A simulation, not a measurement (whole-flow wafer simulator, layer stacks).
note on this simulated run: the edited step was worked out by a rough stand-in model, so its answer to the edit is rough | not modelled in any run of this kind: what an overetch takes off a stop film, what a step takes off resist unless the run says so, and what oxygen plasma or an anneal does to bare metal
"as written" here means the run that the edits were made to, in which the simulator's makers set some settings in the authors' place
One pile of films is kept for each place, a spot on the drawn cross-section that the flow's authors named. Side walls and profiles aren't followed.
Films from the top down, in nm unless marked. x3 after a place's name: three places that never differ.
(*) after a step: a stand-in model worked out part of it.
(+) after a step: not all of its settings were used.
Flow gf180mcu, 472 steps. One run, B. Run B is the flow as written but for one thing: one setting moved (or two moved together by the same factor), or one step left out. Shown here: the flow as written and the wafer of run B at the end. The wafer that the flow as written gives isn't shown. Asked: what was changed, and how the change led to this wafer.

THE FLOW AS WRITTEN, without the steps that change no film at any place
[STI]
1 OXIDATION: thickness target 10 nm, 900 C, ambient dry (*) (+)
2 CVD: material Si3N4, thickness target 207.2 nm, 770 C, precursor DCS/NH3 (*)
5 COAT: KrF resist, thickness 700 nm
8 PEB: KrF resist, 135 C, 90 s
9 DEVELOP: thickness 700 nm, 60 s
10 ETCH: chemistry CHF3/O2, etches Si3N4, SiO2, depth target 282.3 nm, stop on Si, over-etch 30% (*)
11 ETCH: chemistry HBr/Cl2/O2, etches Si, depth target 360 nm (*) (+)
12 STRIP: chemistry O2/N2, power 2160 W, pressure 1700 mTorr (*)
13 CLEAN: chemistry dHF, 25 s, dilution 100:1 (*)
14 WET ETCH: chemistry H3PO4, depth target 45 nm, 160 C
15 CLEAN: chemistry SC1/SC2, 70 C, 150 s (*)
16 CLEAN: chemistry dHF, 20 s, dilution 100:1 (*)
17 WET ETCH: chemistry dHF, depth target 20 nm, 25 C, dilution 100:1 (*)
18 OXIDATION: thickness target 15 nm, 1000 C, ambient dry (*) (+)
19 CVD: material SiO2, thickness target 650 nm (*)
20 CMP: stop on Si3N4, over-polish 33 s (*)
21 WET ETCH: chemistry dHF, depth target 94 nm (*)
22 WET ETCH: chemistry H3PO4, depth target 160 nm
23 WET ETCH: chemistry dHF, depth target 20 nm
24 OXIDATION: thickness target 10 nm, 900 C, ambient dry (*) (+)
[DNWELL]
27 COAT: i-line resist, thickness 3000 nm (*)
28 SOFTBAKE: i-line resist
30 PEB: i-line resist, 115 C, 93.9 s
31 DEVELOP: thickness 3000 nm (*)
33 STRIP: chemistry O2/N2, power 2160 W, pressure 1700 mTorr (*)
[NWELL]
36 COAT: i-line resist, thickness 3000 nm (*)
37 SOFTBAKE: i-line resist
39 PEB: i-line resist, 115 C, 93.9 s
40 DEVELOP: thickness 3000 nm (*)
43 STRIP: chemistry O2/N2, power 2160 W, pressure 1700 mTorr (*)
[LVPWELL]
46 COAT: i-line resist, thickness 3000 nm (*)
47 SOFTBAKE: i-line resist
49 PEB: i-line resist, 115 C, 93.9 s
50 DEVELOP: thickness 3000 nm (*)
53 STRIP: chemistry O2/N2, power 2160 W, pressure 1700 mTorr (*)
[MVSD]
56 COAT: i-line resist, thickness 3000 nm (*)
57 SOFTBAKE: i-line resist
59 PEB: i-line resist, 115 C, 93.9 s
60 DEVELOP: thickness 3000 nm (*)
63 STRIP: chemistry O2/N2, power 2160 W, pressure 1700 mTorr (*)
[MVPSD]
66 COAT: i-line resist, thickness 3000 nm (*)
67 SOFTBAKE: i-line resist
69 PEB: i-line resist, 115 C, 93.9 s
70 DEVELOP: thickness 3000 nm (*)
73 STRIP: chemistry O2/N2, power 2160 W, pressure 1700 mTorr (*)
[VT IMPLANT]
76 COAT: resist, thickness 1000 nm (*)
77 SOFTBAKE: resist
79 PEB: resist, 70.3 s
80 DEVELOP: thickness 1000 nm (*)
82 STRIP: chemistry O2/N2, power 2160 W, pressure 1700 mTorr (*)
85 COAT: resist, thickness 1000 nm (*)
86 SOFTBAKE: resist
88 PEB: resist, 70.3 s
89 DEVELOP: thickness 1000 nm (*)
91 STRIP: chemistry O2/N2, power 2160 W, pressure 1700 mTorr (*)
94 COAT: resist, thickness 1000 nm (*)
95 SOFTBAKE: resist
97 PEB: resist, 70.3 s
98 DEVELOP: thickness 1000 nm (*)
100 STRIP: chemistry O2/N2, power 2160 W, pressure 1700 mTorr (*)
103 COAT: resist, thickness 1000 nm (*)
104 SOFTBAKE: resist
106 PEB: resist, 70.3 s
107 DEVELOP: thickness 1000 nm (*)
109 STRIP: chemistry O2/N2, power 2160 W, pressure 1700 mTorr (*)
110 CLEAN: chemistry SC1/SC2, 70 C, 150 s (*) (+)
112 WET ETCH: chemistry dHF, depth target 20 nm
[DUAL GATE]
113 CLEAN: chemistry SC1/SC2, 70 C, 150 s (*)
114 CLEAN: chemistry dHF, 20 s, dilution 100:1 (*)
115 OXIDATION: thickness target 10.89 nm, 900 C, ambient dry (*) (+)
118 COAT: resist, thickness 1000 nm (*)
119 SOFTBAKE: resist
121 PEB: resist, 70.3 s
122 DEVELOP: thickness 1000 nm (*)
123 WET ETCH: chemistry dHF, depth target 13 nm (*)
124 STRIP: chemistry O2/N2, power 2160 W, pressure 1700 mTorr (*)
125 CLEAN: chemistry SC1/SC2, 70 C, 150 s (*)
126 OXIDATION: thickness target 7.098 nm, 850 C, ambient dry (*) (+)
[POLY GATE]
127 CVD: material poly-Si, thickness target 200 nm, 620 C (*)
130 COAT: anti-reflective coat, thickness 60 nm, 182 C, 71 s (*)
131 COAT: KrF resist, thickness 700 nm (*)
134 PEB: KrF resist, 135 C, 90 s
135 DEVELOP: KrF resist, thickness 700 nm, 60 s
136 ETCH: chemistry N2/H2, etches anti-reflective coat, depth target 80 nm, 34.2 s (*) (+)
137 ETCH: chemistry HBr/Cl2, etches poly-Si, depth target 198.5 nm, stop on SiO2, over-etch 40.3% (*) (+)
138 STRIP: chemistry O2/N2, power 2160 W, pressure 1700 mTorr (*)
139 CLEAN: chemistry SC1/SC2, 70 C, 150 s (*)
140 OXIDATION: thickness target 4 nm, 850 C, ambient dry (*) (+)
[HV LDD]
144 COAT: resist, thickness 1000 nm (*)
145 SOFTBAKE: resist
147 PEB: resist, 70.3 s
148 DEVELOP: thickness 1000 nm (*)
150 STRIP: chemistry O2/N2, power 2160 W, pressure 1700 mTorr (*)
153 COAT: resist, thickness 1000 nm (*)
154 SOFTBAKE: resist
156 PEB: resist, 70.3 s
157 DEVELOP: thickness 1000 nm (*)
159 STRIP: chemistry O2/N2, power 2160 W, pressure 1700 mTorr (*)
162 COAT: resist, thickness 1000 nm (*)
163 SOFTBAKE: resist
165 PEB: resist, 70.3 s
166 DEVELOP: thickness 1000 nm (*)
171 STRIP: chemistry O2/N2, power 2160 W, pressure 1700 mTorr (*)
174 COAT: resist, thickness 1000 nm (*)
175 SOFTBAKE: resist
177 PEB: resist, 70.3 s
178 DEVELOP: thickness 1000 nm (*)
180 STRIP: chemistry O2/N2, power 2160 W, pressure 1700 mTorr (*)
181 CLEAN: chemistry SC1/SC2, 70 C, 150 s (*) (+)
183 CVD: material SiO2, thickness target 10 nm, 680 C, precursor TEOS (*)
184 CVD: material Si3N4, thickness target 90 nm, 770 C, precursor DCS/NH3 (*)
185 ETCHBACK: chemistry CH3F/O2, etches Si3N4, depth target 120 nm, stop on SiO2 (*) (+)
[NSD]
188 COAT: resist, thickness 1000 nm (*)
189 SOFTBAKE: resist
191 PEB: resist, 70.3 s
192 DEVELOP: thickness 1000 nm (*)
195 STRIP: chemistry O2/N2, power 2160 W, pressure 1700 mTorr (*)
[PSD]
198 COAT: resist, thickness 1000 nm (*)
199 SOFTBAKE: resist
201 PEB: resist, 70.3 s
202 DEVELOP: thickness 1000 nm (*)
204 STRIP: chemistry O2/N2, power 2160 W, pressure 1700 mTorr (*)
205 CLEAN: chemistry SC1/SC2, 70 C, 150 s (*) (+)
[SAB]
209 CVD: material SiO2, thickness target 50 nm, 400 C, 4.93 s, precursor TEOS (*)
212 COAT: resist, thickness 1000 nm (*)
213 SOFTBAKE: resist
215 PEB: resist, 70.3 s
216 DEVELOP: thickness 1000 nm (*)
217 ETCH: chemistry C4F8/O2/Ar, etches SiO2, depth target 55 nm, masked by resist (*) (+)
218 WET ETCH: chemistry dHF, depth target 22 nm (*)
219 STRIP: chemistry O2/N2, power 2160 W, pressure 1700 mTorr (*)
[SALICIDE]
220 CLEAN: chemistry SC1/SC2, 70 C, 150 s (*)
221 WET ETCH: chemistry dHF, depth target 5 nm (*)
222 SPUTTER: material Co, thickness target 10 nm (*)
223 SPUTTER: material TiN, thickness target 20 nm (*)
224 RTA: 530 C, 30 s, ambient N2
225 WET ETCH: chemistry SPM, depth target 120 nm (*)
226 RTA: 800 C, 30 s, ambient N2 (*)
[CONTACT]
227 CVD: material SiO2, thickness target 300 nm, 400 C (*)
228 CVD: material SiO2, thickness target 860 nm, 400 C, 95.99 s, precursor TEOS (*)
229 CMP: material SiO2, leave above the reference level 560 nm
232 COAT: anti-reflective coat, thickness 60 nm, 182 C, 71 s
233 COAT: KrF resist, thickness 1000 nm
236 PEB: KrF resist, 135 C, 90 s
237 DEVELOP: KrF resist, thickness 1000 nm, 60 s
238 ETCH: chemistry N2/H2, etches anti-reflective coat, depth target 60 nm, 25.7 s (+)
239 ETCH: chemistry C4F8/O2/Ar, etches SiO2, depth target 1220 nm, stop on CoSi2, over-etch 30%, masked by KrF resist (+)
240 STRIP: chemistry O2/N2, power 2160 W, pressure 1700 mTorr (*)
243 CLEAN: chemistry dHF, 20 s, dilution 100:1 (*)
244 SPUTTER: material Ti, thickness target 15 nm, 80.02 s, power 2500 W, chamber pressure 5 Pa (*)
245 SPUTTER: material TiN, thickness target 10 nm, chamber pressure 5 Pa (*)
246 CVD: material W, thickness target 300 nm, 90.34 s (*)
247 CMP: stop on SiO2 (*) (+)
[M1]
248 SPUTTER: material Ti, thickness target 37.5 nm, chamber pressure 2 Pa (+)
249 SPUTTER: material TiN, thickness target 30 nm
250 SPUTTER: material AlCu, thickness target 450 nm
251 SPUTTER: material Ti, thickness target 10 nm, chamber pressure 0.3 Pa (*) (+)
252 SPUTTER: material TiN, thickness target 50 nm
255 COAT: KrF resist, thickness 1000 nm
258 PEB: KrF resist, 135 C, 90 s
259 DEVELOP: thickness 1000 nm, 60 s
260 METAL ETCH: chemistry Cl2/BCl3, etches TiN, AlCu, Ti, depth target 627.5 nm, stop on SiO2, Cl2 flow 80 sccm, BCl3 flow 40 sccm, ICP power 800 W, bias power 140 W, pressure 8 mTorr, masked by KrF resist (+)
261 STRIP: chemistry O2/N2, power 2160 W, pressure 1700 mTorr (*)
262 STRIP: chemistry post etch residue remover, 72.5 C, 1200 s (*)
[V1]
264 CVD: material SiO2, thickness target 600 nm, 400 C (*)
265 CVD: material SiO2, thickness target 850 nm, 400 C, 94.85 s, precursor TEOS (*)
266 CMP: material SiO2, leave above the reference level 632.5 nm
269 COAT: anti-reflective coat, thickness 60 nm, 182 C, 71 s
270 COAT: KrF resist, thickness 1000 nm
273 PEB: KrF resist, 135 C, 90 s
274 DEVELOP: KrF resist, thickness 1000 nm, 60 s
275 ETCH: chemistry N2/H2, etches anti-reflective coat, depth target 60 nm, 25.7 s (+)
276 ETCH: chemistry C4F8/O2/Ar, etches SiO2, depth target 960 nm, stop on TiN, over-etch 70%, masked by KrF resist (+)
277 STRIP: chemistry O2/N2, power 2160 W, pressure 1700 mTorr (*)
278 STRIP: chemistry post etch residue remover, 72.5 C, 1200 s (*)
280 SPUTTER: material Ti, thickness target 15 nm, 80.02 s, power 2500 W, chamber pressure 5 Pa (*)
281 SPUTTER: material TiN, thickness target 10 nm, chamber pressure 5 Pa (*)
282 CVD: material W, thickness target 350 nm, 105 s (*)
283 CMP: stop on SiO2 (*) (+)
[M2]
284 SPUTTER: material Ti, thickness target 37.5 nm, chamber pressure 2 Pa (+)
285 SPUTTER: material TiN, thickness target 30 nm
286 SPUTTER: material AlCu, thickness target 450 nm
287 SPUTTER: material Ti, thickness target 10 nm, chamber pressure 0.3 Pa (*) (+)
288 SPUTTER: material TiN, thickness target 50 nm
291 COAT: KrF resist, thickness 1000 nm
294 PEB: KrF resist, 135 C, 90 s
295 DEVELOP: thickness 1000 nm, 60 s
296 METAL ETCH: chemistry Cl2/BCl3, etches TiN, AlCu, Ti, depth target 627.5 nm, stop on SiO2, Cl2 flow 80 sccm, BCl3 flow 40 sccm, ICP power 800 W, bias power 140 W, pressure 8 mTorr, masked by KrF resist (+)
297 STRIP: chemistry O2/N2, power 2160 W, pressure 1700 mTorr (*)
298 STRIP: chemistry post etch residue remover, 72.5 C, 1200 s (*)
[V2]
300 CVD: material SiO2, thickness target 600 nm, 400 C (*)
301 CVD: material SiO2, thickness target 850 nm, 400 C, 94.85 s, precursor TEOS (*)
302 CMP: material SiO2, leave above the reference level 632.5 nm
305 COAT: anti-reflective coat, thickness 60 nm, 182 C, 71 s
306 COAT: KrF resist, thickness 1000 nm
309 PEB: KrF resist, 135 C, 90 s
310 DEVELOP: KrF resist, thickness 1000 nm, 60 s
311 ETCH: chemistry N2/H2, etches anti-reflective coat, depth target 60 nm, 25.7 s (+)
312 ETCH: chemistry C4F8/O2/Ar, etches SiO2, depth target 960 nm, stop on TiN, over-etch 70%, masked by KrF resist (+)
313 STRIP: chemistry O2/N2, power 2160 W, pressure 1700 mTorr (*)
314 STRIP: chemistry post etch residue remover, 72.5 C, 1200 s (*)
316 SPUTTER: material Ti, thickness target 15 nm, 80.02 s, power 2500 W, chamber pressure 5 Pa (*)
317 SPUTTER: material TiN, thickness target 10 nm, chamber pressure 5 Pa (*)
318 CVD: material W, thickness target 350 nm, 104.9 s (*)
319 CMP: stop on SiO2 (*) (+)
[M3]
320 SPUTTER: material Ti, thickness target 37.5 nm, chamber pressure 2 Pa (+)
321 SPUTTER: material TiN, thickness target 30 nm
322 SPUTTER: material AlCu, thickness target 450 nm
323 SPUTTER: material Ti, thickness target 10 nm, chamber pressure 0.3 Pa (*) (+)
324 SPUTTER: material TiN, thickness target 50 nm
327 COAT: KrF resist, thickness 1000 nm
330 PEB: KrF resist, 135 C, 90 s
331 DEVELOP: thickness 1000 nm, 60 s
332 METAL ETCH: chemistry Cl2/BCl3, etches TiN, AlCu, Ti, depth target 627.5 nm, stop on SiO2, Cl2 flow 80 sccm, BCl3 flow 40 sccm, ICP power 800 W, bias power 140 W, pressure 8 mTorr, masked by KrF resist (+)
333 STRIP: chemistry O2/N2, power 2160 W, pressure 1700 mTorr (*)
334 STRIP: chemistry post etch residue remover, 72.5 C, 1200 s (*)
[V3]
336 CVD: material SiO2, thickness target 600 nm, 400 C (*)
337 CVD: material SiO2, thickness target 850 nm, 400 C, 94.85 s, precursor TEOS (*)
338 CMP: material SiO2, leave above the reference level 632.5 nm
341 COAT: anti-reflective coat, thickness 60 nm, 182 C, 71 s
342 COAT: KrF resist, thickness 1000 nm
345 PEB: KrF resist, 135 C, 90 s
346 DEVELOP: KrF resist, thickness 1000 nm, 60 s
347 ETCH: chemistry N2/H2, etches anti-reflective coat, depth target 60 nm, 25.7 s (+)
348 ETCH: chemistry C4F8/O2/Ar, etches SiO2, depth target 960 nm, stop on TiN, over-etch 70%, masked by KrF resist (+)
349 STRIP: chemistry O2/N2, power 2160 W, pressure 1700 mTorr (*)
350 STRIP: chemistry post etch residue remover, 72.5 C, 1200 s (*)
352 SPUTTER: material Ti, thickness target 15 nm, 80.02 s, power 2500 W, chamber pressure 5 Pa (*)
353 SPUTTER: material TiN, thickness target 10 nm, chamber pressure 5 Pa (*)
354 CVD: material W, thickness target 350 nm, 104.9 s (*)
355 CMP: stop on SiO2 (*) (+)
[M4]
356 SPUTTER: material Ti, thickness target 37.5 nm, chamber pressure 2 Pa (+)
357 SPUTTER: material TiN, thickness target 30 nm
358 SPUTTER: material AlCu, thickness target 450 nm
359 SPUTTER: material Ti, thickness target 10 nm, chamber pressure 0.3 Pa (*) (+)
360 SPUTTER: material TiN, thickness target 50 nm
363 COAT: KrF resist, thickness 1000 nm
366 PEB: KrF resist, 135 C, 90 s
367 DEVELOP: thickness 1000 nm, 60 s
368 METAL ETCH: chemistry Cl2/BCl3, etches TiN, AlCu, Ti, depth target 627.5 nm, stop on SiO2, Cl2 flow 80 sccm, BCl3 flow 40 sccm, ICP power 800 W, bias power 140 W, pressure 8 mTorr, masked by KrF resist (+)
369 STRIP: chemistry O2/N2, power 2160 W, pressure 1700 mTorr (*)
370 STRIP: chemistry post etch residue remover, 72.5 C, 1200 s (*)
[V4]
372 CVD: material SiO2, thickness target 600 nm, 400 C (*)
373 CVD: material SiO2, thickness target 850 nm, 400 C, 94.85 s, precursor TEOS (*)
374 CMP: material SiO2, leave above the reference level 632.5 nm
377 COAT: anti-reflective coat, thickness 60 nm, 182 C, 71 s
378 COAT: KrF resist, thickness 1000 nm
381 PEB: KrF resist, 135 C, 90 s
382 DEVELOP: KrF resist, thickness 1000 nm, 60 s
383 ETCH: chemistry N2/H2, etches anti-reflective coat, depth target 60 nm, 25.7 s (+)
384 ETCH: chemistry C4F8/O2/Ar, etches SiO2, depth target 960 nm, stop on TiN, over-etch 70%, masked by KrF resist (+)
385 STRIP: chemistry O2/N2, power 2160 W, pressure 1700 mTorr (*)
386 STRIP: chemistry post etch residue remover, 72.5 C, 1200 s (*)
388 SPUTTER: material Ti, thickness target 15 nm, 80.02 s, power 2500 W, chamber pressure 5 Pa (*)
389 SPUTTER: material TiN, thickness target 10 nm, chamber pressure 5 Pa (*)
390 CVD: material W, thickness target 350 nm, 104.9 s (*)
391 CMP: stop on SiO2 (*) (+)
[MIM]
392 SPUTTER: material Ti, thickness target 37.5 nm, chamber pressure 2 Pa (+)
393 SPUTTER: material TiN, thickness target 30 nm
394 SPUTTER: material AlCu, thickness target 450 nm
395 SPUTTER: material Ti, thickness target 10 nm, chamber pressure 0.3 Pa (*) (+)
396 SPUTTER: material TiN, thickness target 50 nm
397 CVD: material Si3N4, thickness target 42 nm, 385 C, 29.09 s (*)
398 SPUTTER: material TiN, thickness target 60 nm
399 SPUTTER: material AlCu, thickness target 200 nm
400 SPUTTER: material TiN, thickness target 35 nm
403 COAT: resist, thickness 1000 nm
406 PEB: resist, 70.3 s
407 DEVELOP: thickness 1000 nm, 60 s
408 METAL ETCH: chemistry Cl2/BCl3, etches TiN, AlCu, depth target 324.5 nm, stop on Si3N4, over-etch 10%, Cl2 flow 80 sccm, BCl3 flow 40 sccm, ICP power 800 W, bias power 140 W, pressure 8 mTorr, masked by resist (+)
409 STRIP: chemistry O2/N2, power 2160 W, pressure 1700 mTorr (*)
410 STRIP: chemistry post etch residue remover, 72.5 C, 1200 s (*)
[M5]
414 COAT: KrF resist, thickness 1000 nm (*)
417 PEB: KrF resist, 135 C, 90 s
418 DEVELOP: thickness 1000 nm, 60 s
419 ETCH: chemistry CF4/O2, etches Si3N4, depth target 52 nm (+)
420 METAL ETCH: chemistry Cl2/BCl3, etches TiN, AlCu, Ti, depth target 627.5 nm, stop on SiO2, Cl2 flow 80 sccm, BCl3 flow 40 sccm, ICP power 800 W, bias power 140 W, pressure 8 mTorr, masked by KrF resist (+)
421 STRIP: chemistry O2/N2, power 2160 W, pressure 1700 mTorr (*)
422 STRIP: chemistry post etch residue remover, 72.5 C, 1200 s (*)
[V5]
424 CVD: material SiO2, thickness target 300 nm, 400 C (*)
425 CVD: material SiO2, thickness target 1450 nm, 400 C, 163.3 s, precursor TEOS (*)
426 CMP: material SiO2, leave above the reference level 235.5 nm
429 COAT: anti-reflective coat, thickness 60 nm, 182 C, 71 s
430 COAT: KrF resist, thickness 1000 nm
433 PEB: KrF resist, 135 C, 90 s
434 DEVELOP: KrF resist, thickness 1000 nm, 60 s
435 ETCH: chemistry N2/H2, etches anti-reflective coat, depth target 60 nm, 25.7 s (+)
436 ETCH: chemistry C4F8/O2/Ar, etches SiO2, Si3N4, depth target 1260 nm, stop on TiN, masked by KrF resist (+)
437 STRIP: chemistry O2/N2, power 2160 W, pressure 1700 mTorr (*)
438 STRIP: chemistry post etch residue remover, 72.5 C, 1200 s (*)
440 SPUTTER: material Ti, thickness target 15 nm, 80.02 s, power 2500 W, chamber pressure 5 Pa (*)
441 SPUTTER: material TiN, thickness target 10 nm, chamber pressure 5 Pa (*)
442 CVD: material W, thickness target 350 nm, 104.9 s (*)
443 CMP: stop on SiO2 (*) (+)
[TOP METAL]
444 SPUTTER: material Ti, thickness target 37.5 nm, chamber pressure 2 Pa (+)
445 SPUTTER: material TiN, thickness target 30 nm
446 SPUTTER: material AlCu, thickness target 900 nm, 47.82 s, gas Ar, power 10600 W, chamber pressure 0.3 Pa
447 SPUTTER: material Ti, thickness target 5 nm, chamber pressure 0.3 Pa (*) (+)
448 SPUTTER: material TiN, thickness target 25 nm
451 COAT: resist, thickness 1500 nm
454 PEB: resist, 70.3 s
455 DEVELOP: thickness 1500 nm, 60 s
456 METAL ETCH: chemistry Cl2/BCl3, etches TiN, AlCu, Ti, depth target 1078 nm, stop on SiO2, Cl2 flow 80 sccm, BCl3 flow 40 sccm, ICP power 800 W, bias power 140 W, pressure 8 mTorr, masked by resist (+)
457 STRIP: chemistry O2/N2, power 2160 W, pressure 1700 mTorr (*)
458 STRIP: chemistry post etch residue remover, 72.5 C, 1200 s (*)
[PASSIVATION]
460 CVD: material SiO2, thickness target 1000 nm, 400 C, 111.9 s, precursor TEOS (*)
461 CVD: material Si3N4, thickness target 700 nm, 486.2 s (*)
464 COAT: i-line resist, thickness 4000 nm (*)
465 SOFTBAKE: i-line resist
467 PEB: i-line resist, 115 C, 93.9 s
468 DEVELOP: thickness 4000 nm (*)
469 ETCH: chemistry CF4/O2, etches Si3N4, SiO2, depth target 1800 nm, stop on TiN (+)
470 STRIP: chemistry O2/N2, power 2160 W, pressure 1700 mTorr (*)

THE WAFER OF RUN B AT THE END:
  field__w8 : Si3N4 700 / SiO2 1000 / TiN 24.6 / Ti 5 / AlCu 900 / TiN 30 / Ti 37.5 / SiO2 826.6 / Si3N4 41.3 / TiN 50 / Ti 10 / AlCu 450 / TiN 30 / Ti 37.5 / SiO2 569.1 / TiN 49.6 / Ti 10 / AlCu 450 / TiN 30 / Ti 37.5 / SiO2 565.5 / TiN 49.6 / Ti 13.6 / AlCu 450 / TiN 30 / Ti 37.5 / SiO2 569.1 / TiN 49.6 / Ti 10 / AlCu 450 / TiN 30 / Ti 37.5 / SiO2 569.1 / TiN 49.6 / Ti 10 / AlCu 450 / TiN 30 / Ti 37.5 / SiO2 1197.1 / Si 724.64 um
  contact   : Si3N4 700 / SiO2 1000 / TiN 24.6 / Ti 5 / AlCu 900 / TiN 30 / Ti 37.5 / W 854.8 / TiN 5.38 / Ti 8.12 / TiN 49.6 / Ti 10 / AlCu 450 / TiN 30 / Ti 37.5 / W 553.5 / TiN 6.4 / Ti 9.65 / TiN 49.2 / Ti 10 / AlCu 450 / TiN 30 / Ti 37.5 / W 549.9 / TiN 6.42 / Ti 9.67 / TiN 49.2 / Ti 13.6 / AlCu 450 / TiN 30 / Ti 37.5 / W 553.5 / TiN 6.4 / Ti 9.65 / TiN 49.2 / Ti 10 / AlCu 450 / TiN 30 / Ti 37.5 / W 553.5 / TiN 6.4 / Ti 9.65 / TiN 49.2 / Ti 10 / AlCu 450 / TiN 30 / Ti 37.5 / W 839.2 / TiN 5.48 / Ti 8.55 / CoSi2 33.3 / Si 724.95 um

The cause: step 323, SPUTTER: thickness target 13.6 nm was run, where the flow has thickness target 10 nm.
It can be read off the wafer: field__w8 has Ti 13.6, and step 323 as written asks for 10 nm.

How the change led to this, step by step:
  323 SPUTTER: material Ti, thickness target 10 nm, chamber pressure 0.3 Pa (*) (+)
      field, field__w1, field__w2 and 108 more: Ti +13.6 (new film) (as written it would be: Ti +10 (new film))
  332 METAL ETCH: chemistry Cl2/BCl3, etches TiN, AlCu, Ti, depth target 627.5 nm, stop on SiO2, Cl2 flow 80 sccm, BCl3 flow 40 sccm, ICP power 800 W, bias power 140 W, pressure 8 mTorr, masked by KrF resist (+)
      field, field__w1, field__w2 and 103 more: TiN -50 (all of it), Ti -13.6 (all of it), AlCu -450 (all of it), TiN -30 (all of it), Ti -37.5 (all of it) (as written it would be: TiN -50 (all of it), Ti -10 (all of it), AlCu -450 (all of it), TiN -30 (all of it), Ti -37.5 (all of it))
